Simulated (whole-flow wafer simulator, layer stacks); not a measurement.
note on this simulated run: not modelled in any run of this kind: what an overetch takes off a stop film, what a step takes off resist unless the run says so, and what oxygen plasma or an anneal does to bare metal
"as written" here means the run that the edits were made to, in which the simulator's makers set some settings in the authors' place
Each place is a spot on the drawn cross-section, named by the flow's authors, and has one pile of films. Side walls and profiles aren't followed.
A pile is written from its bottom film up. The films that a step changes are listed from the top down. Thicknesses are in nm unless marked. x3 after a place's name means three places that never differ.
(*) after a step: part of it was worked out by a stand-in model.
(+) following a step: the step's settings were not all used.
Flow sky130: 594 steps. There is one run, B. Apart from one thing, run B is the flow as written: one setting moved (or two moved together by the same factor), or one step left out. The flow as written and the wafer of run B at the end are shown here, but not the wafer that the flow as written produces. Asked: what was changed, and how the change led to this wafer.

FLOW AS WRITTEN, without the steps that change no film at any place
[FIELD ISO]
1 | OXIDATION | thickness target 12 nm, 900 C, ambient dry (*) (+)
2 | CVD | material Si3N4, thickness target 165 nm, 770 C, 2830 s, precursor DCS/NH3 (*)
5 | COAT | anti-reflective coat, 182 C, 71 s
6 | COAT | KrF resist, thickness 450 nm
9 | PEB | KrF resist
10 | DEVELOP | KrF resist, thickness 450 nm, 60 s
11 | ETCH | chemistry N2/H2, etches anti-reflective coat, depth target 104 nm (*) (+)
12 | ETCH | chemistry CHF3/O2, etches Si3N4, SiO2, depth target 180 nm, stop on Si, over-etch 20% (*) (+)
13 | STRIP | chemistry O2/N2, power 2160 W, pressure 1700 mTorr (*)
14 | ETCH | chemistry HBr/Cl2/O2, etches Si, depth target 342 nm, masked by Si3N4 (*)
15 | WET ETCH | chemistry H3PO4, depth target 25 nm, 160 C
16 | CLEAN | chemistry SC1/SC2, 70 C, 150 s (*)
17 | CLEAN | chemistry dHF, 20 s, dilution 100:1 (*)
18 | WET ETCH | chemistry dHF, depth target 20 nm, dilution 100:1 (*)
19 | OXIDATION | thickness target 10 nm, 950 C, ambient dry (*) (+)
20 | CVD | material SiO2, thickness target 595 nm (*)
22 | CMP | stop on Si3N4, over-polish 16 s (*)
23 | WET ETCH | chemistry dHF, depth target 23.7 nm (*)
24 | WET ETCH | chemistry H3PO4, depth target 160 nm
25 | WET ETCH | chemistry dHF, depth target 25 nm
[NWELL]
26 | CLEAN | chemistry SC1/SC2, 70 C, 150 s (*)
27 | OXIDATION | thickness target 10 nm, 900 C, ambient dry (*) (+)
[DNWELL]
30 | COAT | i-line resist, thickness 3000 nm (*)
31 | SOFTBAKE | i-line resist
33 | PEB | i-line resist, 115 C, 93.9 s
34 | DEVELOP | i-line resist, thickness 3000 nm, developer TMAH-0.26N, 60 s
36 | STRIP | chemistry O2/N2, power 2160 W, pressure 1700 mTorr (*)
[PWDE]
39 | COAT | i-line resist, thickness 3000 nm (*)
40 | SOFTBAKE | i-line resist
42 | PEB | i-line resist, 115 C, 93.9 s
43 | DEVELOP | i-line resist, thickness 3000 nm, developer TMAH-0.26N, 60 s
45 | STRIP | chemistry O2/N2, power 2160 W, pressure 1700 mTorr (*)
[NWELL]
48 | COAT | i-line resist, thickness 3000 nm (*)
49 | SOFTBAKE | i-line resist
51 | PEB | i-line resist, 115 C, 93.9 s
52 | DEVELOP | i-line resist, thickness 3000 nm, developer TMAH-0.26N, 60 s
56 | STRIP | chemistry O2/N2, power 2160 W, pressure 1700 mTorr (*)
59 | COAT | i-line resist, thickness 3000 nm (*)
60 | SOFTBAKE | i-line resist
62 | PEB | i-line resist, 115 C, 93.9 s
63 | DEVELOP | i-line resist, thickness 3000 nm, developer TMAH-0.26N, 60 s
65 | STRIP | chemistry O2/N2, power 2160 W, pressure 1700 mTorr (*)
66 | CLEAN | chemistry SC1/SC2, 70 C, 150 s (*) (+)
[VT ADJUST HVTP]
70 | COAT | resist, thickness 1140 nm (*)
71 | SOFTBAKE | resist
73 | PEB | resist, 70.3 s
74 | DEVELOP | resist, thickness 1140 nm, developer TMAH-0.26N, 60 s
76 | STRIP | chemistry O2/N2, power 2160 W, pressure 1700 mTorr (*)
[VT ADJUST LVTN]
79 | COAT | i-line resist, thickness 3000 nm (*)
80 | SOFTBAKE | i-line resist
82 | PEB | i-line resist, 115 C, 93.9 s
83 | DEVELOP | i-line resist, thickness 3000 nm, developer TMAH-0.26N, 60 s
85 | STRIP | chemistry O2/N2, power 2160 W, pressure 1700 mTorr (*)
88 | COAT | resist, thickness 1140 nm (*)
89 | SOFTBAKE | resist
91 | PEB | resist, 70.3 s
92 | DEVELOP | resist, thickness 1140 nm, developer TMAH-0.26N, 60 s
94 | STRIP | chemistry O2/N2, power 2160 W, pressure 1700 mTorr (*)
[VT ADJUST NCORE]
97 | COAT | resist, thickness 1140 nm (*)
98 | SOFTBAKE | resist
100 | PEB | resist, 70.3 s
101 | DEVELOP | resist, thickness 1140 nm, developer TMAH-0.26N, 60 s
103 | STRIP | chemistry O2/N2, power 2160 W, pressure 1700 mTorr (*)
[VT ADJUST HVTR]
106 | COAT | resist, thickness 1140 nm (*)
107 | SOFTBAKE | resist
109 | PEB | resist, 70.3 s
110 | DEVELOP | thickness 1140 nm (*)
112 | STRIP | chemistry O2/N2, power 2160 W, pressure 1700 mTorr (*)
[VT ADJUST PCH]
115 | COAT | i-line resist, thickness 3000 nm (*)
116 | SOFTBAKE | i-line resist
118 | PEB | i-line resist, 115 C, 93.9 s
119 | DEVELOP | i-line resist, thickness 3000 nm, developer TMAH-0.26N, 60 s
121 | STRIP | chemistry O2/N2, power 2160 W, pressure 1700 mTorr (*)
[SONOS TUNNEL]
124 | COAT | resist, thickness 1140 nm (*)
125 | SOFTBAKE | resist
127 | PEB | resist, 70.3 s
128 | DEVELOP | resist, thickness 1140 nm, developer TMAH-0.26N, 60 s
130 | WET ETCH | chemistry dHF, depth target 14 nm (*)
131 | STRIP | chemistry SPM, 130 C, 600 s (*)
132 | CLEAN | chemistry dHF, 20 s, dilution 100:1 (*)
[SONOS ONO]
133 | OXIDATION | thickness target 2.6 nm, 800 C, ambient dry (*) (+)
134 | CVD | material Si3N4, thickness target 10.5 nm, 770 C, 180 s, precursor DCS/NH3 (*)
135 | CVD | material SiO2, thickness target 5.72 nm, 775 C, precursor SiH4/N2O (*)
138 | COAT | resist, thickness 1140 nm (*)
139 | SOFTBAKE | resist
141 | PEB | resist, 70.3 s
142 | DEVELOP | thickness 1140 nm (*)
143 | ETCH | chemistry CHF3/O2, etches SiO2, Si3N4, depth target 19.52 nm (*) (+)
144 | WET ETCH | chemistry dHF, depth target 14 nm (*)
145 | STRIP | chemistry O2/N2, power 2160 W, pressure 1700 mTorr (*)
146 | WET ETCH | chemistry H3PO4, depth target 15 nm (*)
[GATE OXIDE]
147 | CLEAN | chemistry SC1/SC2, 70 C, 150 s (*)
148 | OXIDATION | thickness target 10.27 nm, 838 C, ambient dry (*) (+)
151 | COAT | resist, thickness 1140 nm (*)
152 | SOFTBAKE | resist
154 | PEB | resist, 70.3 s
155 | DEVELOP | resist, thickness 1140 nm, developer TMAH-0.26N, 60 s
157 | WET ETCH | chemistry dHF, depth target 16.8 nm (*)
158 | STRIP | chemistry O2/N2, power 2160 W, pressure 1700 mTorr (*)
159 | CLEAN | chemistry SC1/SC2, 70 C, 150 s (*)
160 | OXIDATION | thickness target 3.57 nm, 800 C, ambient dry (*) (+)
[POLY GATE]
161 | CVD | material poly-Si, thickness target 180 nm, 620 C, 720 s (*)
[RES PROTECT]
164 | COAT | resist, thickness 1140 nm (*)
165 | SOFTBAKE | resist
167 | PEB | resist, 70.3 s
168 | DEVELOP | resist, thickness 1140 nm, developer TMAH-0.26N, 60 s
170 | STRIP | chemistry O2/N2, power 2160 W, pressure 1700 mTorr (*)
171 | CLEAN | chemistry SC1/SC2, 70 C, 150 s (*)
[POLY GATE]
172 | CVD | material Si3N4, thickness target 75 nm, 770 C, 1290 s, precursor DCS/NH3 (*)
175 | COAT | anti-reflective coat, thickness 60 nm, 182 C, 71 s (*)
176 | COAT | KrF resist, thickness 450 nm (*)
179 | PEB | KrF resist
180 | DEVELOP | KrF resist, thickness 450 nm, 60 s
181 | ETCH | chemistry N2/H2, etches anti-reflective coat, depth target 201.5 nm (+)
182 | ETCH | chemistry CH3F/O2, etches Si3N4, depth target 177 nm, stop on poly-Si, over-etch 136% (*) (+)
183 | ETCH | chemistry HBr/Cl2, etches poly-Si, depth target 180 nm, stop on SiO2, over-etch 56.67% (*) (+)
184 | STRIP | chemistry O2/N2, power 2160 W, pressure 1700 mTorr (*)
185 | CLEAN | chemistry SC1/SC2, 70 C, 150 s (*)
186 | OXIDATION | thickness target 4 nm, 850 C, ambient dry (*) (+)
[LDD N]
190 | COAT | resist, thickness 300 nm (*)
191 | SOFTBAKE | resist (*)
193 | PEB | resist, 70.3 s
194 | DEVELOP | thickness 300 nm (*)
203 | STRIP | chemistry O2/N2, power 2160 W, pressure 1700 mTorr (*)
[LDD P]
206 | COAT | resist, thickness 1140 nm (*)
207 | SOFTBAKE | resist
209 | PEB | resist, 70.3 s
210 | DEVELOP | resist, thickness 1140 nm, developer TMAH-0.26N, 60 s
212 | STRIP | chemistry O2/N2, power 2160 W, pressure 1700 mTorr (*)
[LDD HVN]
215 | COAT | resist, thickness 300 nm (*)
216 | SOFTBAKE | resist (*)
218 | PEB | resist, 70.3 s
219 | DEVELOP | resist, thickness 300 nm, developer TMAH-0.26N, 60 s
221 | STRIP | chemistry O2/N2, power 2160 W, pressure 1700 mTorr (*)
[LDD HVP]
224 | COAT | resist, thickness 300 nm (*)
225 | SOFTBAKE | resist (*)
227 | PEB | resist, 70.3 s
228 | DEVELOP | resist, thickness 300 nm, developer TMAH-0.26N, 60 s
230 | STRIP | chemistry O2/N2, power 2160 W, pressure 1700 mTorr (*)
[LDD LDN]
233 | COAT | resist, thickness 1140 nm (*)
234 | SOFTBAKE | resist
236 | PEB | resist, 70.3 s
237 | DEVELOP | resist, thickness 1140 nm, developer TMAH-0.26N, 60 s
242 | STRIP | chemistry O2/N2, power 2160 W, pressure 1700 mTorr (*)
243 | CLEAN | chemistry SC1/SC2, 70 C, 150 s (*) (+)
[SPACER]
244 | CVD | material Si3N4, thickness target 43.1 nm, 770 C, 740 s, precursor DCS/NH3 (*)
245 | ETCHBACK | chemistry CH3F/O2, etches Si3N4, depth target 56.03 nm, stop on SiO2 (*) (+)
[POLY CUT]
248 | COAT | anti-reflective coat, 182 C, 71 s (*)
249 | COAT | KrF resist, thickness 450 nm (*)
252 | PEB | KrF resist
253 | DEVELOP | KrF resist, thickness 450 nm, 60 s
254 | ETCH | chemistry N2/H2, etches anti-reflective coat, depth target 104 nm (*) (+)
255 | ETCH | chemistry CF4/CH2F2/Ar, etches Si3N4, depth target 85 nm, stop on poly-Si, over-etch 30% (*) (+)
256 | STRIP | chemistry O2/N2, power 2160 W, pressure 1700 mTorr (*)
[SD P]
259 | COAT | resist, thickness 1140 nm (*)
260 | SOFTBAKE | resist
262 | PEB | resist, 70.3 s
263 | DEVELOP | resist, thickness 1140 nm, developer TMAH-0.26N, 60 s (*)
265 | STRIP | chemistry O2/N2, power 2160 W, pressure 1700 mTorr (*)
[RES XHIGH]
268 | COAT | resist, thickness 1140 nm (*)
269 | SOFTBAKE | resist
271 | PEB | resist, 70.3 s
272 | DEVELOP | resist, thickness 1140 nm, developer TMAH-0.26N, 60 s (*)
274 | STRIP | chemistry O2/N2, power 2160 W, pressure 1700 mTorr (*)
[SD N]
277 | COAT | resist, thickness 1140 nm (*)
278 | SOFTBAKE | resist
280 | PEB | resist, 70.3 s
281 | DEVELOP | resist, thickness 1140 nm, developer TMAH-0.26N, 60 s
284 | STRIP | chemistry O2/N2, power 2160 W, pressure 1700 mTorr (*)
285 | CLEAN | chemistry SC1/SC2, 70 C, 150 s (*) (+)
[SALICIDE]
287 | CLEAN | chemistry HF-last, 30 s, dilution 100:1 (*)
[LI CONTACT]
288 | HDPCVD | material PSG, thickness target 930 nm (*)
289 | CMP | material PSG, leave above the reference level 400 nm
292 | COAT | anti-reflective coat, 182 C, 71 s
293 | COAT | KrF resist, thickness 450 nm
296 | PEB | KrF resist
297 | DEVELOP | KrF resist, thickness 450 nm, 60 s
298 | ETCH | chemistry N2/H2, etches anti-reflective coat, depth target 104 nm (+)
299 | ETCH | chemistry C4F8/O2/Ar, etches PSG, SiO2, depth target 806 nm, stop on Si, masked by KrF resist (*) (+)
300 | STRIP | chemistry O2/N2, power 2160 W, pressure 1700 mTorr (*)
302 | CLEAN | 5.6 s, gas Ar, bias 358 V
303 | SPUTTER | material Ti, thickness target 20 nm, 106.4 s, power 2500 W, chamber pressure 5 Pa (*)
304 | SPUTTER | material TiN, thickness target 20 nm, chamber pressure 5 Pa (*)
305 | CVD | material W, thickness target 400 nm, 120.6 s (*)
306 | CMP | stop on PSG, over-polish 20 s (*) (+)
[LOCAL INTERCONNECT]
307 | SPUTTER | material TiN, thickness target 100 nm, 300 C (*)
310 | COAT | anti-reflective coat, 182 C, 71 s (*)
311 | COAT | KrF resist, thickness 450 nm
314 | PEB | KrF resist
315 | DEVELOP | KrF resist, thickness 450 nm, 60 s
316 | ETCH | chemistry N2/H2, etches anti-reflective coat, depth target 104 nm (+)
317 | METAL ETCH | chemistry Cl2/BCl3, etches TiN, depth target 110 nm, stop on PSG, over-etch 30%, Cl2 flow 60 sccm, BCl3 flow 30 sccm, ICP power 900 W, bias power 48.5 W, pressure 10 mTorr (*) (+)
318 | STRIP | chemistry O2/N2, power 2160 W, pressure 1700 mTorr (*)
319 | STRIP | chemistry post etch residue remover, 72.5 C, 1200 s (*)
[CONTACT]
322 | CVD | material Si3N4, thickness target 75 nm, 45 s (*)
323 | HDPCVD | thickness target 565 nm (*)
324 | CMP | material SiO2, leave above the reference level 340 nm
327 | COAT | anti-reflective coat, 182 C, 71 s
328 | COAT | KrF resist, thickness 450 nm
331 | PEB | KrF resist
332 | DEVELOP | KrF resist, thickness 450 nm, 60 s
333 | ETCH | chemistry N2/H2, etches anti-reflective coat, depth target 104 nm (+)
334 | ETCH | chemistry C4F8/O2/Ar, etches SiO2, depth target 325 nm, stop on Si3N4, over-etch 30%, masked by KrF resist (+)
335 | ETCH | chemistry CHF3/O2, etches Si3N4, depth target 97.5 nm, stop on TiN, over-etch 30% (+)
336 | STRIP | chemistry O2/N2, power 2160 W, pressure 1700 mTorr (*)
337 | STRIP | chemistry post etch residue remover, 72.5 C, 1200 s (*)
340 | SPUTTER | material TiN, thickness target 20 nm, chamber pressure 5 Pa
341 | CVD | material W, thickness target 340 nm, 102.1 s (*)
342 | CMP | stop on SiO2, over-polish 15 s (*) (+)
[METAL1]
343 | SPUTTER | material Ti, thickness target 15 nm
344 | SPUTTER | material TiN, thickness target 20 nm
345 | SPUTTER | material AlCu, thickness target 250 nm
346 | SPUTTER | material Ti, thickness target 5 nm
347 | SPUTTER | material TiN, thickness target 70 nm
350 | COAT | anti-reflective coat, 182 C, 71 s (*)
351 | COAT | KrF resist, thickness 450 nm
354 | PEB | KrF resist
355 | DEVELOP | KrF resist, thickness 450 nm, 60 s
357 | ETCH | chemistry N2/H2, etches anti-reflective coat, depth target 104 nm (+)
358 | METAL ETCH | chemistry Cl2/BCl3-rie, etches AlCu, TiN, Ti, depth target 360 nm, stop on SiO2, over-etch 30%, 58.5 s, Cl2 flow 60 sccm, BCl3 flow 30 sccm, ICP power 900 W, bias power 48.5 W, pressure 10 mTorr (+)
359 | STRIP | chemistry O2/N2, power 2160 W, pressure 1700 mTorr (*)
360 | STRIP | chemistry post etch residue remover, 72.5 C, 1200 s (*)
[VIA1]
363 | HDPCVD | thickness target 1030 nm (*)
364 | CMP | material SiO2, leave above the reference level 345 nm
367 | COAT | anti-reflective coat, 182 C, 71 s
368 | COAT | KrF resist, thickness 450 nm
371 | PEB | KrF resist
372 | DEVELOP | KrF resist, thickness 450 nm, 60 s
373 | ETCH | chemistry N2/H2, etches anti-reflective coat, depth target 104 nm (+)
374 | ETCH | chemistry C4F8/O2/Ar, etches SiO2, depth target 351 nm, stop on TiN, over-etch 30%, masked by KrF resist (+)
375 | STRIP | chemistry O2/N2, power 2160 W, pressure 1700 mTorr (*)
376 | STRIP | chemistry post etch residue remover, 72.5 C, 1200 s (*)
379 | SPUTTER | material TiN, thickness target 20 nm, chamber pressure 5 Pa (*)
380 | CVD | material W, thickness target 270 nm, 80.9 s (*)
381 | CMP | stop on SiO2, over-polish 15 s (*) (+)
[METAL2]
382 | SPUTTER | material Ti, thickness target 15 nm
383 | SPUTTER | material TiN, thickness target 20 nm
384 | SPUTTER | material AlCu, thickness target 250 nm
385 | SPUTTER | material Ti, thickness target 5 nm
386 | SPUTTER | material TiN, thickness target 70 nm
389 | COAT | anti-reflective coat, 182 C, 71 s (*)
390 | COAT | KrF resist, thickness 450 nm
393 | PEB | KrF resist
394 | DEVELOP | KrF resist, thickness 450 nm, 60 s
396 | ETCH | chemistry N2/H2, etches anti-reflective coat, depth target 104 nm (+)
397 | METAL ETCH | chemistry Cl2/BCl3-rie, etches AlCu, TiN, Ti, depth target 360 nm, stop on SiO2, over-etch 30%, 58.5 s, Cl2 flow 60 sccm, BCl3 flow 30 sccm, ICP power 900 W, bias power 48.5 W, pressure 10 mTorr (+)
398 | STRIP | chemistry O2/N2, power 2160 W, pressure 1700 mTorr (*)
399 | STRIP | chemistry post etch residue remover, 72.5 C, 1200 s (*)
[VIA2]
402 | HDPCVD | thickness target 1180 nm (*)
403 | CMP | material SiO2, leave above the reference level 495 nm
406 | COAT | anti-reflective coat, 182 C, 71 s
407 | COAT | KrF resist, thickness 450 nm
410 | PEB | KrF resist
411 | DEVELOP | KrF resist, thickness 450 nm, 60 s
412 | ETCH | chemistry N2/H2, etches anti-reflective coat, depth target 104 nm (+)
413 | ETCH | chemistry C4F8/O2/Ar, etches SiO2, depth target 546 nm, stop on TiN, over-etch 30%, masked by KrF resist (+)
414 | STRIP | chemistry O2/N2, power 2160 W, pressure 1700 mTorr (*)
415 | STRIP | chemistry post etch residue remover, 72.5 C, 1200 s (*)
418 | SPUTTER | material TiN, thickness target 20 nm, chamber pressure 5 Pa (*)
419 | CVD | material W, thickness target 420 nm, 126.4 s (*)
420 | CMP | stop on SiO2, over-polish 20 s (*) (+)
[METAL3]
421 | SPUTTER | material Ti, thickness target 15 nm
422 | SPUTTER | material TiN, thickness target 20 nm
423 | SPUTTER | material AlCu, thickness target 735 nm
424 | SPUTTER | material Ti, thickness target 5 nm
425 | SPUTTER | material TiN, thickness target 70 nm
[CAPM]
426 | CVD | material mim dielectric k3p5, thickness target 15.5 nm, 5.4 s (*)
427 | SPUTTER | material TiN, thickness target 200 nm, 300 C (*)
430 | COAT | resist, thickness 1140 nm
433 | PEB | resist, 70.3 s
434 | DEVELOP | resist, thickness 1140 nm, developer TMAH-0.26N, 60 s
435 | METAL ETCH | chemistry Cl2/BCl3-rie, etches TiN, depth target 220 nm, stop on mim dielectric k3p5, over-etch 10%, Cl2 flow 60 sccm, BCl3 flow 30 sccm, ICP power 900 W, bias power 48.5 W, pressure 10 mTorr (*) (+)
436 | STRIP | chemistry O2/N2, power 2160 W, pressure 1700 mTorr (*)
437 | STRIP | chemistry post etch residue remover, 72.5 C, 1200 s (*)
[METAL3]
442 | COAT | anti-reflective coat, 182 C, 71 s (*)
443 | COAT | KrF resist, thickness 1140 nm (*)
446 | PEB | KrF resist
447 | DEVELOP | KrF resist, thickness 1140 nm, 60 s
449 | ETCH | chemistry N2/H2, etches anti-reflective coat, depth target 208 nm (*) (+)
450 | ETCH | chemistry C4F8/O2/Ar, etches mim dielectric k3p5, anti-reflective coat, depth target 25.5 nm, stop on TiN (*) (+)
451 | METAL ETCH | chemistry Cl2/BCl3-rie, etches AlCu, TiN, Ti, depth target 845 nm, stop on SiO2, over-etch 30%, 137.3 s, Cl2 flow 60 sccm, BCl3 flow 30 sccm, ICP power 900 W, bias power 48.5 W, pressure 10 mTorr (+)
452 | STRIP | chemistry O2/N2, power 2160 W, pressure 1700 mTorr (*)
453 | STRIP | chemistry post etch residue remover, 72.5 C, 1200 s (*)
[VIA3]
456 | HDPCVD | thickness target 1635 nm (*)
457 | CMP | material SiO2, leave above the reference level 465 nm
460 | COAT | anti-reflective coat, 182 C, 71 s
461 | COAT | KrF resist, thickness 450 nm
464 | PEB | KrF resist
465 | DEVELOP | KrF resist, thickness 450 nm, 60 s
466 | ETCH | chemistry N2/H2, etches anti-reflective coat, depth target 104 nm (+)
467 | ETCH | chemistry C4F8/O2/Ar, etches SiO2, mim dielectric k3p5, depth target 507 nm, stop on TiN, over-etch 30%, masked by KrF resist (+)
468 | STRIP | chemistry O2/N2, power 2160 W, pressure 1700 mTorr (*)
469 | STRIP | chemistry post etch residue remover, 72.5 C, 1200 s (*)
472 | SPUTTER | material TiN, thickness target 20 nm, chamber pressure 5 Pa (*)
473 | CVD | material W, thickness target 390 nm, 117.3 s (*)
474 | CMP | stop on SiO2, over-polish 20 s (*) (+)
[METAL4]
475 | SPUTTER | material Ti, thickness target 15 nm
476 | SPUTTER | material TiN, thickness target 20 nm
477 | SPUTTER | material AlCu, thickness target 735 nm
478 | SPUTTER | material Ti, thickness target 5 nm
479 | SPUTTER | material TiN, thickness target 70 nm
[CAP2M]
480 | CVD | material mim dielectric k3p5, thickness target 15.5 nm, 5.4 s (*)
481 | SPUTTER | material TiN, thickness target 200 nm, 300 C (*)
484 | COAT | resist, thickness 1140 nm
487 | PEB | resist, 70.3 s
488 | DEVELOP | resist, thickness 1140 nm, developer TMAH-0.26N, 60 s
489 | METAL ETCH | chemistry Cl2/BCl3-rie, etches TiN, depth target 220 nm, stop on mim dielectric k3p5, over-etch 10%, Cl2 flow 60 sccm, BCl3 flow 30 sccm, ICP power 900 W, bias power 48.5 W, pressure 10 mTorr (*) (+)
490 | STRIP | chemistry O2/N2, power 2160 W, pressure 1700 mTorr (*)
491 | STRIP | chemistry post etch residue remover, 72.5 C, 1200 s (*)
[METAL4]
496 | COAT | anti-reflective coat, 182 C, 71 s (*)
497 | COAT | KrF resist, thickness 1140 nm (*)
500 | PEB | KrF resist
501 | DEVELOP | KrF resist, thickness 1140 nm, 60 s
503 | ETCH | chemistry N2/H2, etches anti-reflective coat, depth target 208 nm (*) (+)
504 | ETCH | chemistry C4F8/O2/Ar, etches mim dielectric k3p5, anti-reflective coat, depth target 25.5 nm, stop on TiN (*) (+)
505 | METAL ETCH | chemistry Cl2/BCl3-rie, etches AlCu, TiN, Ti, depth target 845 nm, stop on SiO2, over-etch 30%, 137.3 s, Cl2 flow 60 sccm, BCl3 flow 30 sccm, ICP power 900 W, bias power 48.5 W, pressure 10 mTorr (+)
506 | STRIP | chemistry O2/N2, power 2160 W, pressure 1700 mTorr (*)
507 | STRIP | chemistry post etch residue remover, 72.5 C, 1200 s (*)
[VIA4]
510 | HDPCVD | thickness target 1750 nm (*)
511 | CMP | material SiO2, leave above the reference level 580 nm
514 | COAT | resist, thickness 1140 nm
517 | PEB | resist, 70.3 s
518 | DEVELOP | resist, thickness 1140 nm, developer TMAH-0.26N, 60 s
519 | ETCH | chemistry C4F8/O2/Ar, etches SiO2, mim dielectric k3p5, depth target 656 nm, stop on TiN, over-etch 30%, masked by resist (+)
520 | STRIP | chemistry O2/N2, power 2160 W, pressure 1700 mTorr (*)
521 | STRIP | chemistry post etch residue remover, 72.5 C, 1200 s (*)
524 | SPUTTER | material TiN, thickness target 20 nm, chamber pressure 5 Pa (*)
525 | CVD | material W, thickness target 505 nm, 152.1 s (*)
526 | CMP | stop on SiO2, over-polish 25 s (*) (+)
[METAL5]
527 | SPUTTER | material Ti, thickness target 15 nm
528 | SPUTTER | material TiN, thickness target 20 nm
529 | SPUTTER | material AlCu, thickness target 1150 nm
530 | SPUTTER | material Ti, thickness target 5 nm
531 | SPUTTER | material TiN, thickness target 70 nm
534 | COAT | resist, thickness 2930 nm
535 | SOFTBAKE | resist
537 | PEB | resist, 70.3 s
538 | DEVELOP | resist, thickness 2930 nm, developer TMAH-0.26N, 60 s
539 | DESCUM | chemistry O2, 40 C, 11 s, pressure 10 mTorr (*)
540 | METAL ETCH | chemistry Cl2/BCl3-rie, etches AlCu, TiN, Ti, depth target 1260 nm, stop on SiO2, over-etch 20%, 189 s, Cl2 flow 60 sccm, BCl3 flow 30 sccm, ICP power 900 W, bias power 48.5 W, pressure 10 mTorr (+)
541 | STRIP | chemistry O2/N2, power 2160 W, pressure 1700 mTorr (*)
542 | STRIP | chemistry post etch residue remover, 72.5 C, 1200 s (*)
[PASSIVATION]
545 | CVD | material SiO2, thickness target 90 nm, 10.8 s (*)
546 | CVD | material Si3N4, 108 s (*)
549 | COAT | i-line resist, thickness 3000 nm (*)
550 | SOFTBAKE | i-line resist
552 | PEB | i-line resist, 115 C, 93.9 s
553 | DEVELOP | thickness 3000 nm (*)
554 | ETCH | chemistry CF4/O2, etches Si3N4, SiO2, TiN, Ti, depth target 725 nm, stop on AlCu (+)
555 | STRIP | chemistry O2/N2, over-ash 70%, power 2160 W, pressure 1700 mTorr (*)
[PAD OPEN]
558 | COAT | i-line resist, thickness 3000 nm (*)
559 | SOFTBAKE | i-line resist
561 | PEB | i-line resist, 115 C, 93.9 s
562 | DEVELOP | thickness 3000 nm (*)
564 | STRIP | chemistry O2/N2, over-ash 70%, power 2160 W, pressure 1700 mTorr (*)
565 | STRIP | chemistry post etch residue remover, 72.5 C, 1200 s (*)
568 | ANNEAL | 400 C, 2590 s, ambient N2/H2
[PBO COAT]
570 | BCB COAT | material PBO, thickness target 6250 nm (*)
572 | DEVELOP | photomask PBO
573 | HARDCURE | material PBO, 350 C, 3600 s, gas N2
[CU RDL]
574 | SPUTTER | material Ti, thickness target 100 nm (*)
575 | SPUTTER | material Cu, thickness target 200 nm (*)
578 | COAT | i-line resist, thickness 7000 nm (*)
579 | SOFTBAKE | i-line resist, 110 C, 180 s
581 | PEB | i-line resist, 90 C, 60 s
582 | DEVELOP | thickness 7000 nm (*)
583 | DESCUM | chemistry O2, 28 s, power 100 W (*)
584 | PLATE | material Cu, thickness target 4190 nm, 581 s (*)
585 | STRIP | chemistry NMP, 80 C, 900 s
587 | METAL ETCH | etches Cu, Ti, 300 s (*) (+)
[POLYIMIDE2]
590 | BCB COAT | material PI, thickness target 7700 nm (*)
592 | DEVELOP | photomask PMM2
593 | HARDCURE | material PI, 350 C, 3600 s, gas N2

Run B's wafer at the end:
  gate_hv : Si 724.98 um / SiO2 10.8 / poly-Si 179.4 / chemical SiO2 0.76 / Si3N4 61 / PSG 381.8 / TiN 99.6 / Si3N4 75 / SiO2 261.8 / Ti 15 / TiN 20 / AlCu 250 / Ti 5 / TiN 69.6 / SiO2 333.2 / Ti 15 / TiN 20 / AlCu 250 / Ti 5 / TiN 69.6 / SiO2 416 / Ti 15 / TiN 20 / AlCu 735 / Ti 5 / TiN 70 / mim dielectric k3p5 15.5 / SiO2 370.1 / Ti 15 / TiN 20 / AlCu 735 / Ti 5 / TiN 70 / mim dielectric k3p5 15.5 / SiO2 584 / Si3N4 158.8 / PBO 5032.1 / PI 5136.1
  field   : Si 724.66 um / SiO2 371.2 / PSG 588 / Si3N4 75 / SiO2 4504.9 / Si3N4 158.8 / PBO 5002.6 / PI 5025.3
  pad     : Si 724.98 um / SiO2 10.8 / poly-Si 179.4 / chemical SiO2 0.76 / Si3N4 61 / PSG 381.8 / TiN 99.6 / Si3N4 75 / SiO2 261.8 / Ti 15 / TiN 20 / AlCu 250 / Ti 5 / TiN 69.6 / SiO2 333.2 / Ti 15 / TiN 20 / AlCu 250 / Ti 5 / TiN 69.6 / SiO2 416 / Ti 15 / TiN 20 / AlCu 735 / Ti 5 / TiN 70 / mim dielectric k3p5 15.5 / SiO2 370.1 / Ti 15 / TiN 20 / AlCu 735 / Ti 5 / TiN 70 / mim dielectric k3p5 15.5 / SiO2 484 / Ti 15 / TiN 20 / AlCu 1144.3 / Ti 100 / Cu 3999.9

The reason: step 364, CMP: leave above the reference level 411 nm was run, though the flow has leave above the reference level 345 nm.

The path from the change to this, step by step:
  364 | CMP | material SiO2, leave above the reference level 345 nm
      n_well, p_well, gate_hv and 100 more: SiO2 loses 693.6 (it would be, as written: SiO2 loses 759.6)
      field, active, gate and 81 more: SiO2 loses 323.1 (it would be, as written: SiO2 loses 389.1)
      (and at 4 other places as well)
  374 | ETCH | chemistry C4F8/O2/Ar, etches SiO2, depth target 351 nm, stop on TiN, over-etch 30%, masked by KrF resist (+)
      m1, via1_hole: SiO2 loses 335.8 (all of it) (it would be, as written: SiO2 loses 269.8 (all of it))
  379 | SPUTTER | material TiN, thickness target 20 nm, chamber pressure 5 Pa (*)
      m1: TiN gains 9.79 (it would be, as written: TiN gains 11)
      via1_hole: TiN gains 9.77 (it would be, as written: TiN gains 10.9)
  380 | CVD | material W, thickness target 270 nm, 80.9 s (*)
      m1, via1_hole: W gains 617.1 (new film) (it would be, as written: W gains 549.9 (new film))
